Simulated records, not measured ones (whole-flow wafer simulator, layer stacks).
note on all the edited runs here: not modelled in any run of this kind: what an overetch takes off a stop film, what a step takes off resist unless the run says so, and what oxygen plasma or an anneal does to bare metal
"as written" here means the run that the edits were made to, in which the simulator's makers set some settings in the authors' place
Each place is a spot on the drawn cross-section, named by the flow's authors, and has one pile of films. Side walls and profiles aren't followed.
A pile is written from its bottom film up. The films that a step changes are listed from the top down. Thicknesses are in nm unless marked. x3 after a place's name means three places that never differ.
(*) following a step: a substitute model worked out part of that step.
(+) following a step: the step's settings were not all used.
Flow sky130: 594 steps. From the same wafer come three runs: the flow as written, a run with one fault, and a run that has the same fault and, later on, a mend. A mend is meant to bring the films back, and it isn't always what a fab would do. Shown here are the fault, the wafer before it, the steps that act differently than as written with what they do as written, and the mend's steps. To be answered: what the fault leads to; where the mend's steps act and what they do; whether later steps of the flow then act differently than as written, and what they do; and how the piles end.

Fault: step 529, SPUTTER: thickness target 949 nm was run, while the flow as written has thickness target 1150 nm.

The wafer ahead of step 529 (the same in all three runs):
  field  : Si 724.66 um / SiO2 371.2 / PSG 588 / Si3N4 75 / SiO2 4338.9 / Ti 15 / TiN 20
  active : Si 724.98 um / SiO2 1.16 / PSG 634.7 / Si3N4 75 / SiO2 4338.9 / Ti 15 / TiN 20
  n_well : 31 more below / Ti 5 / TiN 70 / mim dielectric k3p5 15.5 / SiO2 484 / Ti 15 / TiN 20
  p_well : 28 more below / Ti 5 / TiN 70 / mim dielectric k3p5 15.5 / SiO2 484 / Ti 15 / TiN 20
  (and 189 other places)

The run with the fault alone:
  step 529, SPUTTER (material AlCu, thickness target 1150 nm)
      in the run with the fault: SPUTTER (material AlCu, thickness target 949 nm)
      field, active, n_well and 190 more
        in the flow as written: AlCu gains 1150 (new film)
        in the run with the fault: AlCu gains 949 (new film)
  Steps later in the flow that act otherwise than as written (3 more steps, not shown, differ only slightly: by at most 2% or 0.5 nm, whichever is larger):
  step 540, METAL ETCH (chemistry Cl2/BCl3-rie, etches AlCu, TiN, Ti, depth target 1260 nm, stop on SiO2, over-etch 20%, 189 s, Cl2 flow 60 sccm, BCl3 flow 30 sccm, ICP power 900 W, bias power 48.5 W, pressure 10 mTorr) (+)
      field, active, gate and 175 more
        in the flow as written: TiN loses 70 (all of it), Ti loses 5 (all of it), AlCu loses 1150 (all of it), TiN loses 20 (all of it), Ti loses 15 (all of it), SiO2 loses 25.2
        in the run with the fault: TiN loses 70 (all of it), Ti loses 5 (all of it), AlCu loses 949 (all of it), TiN loses 20 (all of it), Ti loses 15 (all of it), SiO2 loses 45.3
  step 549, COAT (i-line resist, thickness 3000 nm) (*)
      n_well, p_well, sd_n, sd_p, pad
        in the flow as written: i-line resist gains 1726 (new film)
        in the run with the fault: i-line resist gains 1905.4 (new film)
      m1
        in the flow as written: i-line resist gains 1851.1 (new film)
        in the run with the fault: i-line resist gains 2004.5 (new film)
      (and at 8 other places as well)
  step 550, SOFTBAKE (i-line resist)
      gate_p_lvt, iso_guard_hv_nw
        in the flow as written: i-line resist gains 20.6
        in the run with the fault: i-line resist gains 16.9
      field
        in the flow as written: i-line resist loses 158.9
        in the run with the fault: i-line resist loses 140.1
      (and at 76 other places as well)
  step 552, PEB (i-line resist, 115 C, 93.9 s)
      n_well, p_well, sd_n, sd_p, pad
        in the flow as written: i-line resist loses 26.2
        in the run with the fault: i-line resist loses 29.2
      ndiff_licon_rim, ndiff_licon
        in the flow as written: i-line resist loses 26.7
        in the run with the fault: i-line resist loses 29.6
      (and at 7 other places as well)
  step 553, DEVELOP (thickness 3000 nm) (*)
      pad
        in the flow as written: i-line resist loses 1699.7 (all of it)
        in the run with the fault: i-line resist loses 1876.2 (all of it)
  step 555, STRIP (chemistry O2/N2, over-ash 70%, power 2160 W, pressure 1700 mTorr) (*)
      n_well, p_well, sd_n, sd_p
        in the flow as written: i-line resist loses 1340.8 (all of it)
        in the run with the fault: i-line resist loses 1517.3 (all of it)
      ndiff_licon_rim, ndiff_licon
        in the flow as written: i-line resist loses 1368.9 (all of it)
        in the run with the fault: i-line resist loses 1540.6 (all of it)
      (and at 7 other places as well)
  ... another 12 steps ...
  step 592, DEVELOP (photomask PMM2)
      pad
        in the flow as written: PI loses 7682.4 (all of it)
        in the run with the fault: PI loses 7863.3 (all of it)
  By the end, the piles at n_well, p_well, gate_hv and 102 more depart from the flow's by more than 2% or 0.5 nm, whichever is larger.
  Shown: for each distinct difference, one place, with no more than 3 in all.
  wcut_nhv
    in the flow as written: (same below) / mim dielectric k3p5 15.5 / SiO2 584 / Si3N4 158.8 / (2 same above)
    in the run with the fault: (same below) / mim dielectric k3p5 15.5 / SiO2 563.9 / Si3N4 158.8 / (2 same above)
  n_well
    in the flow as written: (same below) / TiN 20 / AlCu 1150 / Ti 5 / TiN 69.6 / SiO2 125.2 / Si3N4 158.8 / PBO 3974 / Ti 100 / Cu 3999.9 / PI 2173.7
    in the run with the fault: (same below) / TiN 20 / AlCu 949 / Ti 5 / TiN 69.6 / SiO2 125.2 / Si3N4 158.8 / PBO 4118.5 / Ti 100 / Cu 3999.9 / PI 2197.4
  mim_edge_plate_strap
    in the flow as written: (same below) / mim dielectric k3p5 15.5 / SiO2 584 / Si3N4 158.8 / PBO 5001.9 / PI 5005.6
    in the run with the fault: (same below) / mim dielectric k3p5 15.5 / SiO2 563.9 / Si3N4 158.8 / PBO 5001.6 / PI 5005.8

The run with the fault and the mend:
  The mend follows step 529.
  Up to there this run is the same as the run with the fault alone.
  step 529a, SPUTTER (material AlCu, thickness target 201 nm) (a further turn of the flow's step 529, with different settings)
      field, active, n_well and 190 more
        AlCu gains 201
  Every later step of the flow that is run acts as written at every place that is followed.
  By the end, the piles equal the flow's at every place that both follow.
